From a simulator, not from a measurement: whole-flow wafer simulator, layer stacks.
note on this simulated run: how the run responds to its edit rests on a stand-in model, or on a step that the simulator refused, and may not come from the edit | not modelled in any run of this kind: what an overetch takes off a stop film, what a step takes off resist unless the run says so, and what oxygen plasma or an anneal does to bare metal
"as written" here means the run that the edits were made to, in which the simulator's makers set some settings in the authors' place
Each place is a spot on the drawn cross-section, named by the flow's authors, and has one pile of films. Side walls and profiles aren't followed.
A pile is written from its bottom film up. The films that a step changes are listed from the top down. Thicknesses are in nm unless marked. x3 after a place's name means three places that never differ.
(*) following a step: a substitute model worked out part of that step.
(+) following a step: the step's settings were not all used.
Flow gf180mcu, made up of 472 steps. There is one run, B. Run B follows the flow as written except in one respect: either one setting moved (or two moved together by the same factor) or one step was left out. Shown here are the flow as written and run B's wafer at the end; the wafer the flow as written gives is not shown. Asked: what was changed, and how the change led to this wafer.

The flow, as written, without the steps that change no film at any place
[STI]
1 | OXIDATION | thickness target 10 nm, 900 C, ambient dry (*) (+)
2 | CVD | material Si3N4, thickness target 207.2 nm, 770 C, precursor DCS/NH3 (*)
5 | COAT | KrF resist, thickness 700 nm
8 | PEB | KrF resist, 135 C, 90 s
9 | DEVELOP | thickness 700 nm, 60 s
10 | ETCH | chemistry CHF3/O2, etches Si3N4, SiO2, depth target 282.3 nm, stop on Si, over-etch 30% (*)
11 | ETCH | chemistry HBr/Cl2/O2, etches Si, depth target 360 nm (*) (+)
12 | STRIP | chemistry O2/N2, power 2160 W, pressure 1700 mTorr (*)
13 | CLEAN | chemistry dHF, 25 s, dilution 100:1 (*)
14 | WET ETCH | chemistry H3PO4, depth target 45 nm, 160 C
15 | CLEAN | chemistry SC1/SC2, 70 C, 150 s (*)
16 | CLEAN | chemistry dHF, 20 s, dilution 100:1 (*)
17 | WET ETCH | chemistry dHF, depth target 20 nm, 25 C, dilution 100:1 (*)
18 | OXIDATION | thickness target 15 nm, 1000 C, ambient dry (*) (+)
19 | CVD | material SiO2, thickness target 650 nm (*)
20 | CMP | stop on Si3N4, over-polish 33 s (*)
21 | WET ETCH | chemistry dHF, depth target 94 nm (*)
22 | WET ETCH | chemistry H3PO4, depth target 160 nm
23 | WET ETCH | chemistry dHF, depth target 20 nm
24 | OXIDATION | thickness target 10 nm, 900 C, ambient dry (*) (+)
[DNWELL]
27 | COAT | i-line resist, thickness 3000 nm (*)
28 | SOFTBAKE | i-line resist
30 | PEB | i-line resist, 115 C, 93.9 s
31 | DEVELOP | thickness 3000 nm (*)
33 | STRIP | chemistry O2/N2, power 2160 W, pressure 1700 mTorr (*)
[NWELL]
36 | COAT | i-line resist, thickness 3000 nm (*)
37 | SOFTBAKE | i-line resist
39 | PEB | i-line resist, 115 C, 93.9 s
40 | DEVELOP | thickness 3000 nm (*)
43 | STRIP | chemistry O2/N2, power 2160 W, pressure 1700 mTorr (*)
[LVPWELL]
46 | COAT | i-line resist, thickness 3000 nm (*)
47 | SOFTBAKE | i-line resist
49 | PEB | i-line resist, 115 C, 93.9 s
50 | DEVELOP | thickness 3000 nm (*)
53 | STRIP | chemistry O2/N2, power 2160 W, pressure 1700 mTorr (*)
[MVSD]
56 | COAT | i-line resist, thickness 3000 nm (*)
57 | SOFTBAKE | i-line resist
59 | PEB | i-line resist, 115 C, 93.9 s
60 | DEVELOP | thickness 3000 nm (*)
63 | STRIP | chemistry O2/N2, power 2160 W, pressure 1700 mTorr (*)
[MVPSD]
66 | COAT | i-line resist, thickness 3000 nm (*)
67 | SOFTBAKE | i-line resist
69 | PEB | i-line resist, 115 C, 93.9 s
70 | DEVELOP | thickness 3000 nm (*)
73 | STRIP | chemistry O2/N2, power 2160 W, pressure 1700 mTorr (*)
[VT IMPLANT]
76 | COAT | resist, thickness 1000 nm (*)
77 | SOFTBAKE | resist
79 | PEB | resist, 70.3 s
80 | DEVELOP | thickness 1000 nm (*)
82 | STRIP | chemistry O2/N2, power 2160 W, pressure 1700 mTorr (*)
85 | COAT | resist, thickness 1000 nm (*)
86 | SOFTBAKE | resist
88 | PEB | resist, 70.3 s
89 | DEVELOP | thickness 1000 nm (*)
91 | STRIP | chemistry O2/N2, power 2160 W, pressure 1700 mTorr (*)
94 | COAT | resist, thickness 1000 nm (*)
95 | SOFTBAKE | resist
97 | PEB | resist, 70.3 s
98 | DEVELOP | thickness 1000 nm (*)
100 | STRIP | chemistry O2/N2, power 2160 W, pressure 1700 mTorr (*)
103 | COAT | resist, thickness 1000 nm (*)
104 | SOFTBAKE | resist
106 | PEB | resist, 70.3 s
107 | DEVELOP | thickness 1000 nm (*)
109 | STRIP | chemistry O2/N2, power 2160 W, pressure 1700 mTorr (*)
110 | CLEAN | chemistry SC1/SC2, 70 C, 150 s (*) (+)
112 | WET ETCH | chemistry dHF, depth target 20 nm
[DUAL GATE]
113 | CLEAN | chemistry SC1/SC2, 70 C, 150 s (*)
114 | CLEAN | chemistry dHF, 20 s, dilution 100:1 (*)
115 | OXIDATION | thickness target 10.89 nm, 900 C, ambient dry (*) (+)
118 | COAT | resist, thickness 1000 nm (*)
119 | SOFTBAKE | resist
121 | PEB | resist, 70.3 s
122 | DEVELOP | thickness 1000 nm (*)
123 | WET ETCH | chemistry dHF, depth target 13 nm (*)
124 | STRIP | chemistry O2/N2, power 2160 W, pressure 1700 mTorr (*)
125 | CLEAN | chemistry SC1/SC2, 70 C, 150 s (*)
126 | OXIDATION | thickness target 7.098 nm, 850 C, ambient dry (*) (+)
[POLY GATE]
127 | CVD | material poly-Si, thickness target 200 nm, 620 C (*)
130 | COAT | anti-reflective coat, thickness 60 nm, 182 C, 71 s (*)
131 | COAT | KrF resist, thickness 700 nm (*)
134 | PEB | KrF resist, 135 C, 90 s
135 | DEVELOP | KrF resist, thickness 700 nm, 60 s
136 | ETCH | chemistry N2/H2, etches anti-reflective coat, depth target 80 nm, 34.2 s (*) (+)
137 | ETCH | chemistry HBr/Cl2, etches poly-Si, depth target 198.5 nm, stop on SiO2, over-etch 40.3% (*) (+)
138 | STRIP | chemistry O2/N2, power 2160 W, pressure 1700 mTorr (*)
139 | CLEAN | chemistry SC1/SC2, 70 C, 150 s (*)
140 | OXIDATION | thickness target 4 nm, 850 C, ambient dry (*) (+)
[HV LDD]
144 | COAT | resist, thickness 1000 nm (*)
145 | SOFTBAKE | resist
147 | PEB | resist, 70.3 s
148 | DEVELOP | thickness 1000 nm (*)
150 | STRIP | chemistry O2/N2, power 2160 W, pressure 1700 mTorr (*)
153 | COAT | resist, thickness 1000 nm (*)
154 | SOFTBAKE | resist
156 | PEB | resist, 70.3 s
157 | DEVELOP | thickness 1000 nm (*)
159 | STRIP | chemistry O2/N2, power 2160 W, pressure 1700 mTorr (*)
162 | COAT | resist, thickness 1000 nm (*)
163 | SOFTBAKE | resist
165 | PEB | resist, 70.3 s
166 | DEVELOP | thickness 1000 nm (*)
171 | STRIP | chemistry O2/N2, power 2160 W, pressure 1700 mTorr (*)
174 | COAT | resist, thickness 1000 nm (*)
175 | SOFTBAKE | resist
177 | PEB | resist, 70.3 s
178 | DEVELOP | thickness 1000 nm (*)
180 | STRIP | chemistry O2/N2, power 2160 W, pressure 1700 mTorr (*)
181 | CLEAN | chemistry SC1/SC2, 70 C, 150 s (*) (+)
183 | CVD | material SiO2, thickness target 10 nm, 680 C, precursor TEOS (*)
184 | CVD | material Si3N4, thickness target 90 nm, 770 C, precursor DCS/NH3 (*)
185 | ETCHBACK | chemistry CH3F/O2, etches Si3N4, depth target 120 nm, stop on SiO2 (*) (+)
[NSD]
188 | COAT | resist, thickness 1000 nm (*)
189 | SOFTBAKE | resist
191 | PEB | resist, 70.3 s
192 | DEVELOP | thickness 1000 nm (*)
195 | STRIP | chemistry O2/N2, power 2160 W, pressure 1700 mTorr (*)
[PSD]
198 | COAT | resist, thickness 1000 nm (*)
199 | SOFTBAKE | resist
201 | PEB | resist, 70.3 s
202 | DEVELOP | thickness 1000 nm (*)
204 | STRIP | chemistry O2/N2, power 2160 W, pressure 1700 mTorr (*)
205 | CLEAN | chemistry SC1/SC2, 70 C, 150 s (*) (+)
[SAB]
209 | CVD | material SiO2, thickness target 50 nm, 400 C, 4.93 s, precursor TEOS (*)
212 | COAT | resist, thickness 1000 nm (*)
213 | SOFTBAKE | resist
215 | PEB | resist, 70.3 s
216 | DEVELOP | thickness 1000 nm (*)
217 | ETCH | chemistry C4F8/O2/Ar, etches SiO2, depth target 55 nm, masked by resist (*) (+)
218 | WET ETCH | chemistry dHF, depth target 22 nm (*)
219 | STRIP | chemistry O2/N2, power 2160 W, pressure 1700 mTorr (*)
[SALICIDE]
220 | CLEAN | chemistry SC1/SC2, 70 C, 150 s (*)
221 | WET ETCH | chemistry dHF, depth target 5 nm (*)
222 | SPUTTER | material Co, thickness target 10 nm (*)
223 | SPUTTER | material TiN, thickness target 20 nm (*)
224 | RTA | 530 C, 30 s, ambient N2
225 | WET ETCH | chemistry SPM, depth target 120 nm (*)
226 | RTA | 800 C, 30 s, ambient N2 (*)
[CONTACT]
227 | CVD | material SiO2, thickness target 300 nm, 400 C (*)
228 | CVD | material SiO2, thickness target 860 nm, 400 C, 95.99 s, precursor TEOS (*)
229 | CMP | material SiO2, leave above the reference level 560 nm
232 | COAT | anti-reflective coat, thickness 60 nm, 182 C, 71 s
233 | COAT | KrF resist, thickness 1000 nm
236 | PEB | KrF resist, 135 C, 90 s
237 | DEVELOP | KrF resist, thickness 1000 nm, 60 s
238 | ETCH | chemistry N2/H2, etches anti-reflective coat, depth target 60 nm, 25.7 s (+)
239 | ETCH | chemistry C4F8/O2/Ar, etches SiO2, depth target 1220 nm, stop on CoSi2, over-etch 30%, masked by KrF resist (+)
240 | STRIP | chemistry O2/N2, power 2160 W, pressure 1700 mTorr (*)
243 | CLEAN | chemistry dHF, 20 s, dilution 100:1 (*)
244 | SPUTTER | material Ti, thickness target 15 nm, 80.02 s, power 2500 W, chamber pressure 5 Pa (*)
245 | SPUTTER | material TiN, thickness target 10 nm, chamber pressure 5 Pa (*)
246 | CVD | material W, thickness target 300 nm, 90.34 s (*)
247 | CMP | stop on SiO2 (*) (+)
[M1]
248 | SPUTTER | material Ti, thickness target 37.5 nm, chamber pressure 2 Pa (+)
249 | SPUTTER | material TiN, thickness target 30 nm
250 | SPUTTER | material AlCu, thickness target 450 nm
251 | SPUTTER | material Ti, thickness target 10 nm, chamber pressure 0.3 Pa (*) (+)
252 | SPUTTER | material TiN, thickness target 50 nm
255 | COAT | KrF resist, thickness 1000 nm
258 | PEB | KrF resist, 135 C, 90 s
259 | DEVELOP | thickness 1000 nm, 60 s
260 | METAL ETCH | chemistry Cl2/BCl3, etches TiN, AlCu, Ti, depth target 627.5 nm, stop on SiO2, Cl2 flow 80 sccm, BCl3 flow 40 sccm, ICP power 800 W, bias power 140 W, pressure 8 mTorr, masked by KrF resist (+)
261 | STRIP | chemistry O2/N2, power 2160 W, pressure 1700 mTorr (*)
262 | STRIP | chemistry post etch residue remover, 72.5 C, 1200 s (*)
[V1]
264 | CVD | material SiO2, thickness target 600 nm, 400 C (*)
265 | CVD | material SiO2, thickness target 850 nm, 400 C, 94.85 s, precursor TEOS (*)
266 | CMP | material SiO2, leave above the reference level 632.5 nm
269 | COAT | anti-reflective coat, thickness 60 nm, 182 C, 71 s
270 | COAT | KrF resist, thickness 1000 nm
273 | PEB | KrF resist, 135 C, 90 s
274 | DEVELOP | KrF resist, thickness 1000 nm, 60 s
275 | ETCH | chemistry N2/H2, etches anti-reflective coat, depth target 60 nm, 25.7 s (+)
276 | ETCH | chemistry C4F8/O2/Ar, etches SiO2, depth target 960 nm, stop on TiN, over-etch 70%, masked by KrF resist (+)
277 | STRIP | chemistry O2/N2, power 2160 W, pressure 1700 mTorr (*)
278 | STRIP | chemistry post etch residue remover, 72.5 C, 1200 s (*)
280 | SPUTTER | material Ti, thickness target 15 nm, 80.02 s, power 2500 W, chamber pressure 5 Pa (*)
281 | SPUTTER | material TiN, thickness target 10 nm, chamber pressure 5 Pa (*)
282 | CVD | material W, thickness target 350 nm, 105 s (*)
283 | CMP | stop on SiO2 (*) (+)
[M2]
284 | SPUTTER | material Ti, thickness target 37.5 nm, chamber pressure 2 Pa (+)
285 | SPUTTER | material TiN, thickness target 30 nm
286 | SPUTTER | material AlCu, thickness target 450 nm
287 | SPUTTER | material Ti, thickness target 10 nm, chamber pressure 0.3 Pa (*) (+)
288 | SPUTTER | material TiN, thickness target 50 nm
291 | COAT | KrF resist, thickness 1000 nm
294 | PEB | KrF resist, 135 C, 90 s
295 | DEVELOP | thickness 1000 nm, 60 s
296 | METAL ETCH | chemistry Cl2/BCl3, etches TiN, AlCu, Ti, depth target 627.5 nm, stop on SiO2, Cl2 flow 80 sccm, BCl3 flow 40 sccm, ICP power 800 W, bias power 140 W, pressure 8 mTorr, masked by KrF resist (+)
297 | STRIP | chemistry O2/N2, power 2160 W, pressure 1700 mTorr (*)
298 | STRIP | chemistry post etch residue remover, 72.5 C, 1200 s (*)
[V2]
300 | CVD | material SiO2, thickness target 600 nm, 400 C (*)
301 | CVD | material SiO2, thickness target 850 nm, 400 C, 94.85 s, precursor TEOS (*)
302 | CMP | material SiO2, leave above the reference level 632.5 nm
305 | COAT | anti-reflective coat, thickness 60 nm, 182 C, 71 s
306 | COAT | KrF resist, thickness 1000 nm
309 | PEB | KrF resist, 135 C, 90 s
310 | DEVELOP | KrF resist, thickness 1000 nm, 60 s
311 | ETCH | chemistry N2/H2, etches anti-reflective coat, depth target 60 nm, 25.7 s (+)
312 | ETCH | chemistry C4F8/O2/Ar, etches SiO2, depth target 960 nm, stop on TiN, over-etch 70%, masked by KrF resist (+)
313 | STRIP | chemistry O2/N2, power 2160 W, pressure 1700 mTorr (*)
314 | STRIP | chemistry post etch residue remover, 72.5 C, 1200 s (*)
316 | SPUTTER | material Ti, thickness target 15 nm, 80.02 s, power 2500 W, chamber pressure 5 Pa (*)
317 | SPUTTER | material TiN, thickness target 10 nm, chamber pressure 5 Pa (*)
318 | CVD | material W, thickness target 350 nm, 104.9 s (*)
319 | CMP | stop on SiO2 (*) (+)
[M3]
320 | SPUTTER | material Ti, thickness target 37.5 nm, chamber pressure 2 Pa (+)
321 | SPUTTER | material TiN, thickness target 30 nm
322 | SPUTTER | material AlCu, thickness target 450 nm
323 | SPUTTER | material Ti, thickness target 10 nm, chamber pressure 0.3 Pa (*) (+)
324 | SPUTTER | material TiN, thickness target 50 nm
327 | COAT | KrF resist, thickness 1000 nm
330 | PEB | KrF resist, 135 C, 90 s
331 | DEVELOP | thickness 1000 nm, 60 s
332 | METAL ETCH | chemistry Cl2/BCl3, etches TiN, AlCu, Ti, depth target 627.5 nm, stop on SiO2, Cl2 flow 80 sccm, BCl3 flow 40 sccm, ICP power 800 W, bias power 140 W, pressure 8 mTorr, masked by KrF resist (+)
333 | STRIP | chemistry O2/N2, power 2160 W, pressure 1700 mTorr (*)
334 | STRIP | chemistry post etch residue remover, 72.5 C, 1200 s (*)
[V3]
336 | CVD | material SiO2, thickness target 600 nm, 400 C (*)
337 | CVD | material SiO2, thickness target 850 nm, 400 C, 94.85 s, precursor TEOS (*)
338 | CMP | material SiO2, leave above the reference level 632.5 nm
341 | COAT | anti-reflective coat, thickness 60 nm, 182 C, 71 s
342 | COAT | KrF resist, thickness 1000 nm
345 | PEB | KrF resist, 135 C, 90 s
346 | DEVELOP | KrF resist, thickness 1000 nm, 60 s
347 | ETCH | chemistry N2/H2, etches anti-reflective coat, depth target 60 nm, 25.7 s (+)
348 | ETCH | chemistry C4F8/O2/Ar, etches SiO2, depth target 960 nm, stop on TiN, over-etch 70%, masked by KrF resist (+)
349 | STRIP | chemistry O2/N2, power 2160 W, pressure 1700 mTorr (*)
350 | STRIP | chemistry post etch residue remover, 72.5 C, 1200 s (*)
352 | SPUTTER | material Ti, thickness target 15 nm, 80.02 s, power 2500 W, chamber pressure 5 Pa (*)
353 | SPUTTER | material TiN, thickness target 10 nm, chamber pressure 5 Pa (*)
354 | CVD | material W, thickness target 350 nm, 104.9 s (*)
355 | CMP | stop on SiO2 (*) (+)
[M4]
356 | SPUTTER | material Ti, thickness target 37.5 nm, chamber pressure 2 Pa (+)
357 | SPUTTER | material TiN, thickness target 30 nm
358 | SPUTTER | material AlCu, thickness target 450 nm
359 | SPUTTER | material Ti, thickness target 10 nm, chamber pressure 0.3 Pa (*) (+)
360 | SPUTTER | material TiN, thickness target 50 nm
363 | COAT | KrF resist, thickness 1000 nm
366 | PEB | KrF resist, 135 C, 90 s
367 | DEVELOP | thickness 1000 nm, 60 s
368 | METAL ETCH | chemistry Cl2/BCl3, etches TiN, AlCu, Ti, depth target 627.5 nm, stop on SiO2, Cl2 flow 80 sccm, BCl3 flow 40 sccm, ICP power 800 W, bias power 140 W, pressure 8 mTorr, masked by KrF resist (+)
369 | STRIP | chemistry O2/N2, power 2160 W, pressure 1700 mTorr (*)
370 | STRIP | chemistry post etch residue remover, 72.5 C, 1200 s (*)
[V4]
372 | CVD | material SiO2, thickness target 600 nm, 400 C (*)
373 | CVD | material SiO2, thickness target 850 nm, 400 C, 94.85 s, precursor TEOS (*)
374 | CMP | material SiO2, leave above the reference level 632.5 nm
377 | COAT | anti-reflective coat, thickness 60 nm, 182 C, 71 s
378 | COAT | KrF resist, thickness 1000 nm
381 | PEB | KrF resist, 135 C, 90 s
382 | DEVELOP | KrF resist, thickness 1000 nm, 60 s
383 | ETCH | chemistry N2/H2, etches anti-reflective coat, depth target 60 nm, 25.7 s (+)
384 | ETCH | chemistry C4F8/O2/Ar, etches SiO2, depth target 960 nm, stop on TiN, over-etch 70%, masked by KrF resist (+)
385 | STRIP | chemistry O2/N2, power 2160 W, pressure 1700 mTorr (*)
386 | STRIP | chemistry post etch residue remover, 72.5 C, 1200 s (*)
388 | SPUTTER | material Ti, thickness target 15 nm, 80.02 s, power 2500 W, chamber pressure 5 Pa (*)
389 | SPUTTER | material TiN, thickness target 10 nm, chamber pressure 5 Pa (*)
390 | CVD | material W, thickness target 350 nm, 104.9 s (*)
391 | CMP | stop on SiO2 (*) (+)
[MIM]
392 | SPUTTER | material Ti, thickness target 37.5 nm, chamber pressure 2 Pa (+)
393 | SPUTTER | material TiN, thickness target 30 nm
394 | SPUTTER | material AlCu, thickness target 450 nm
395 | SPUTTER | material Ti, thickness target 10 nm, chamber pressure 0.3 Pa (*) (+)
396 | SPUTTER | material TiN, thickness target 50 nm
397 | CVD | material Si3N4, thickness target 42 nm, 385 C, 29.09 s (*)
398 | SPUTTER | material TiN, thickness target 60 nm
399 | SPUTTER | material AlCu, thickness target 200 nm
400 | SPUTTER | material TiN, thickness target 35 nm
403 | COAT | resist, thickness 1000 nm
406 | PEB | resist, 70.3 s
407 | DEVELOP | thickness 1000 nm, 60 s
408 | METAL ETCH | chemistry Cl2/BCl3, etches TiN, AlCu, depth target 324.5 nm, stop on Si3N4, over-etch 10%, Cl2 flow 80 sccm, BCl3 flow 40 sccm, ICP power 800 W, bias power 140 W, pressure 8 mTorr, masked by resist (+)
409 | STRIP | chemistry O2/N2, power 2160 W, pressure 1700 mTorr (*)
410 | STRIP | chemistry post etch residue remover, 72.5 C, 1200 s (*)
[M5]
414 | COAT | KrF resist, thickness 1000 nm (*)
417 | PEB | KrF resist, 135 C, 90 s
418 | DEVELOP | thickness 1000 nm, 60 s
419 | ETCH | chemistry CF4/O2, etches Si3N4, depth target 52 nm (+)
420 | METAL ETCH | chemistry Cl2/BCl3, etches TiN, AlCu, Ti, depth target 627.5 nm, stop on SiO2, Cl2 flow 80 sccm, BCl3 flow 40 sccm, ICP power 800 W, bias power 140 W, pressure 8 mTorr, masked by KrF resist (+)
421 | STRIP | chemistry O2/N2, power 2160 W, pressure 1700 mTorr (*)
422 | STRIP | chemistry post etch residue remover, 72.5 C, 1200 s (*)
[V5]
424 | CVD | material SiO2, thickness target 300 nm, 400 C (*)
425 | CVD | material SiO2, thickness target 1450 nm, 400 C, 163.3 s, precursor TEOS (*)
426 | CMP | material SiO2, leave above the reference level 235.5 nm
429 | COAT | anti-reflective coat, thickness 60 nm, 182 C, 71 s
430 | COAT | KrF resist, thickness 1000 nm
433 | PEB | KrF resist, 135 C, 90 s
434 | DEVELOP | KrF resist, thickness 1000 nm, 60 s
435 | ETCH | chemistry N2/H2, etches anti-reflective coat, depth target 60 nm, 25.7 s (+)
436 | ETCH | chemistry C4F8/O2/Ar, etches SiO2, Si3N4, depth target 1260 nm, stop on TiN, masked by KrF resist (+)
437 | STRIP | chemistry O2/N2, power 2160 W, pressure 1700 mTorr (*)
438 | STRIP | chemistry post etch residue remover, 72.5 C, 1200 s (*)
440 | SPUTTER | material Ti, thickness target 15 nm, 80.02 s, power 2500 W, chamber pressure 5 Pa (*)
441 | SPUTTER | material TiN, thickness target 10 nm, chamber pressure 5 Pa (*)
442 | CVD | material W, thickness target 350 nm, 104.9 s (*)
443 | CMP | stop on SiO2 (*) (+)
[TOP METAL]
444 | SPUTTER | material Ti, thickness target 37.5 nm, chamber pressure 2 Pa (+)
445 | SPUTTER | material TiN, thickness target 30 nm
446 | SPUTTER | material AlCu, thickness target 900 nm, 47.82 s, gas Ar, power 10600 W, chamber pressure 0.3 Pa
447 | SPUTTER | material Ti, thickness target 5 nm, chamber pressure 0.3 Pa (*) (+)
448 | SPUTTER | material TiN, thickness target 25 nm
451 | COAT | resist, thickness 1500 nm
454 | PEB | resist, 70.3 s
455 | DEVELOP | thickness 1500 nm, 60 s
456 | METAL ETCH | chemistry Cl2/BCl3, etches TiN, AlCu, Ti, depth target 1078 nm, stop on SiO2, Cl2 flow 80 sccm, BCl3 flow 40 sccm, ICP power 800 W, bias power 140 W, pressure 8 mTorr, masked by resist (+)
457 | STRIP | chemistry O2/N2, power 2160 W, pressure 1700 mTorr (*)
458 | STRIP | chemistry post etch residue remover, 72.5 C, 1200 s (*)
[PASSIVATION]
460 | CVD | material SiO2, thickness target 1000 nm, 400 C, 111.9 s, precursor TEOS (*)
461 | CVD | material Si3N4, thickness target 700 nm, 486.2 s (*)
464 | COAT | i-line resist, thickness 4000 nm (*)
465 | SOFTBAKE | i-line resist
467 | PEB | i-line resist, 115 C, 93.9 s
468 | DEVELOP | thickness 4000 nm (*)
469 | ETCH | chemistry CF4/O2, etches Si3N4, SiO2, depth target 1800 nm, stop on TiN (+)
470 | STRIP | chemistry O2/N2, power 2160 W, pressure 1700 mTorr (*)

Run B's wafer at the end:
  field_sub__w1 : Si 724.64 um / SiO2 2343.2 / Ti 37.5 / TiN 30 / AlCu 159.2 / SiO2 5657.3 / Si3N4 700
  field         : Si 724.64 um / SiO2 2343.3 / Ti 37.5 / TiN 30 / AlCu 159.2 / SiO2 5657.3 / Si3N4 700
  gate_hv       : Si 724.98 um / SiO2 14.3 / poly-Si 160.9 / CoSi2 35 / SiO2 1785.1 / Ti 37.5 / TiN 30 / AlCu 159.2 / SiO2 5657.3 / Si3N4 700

Cause: step 296, METAL ETCH: depth target 345.1 nm was run, though the flow has depth target 627.5 nm.

How this came from the change, step by step:
  296 | METAL ETCH | chemistry Cl2/BCl3, etches TiN, AlCu, Ti, depth target 627.5 nm, stop on SiO2, Cl2 flow 80 sccm, BCl3 flow 40 sccm, ICP power 800 W, bias power 140 W, pressure 8 mTorr, masked by KrF resist (+)
      field, field__w1, field__w2 and 103 more: -50 TiN (all of it), -10 Ti (all of it), -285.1 AlCu (in the flow as written it would be: -50 TiN (all of it), -10 Ti (all of it), -450 AlCu (all of it), -30 TiN (all of it), -37.5 Ti (all of it))
      field__w8, contact, m1, m1__w1, m1_nw: -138 KrF resist (in the flow as written it would be: -251 KrF resist)
  297 | STRIP | chemistry O2/N2, power 2160 W, pressure 1700 mTorr (*)
      field__w8, contact, m1, m1__w1, m1_nw: -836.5 KrF resist (all of it) (in the flow as written it would be: -723.5 KrF resist (all of it))
  298 | STRIP | chemistry post etch residue remover, 72.5 C, 1200 s (*)
      field, field__w1, field__w2 and 103 more: -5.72 AlCu (in the flow as written it would be: nothing)
  300 | CVD | material SiO2, thickness target 600 nm, 400 C (*)
      field, field__w1, field__w2 and 103 more: +600 SiO2 (new film) (in the flow as written it would be: +600 SiO2)
  302 | CMP | material SiO2, leave above the reference level 632.5 nm
      field, field__w1, field__w2 and 103 more: -526.7 SiO2 (in the flow as written it would be: -300 SiO2)
With metal films that touch counted as one body, field_sub__w1 has 1 body; the flow as written gives 0 bodies.
With metal films that touch counted as one body, field has 1 body; the flow as written gives 0 bodies.
With metal films that touch counted as one body, gate_hv has 2 bodies (between them, from the top down: SiO2 1785.1); the flow as written gives 1 body.
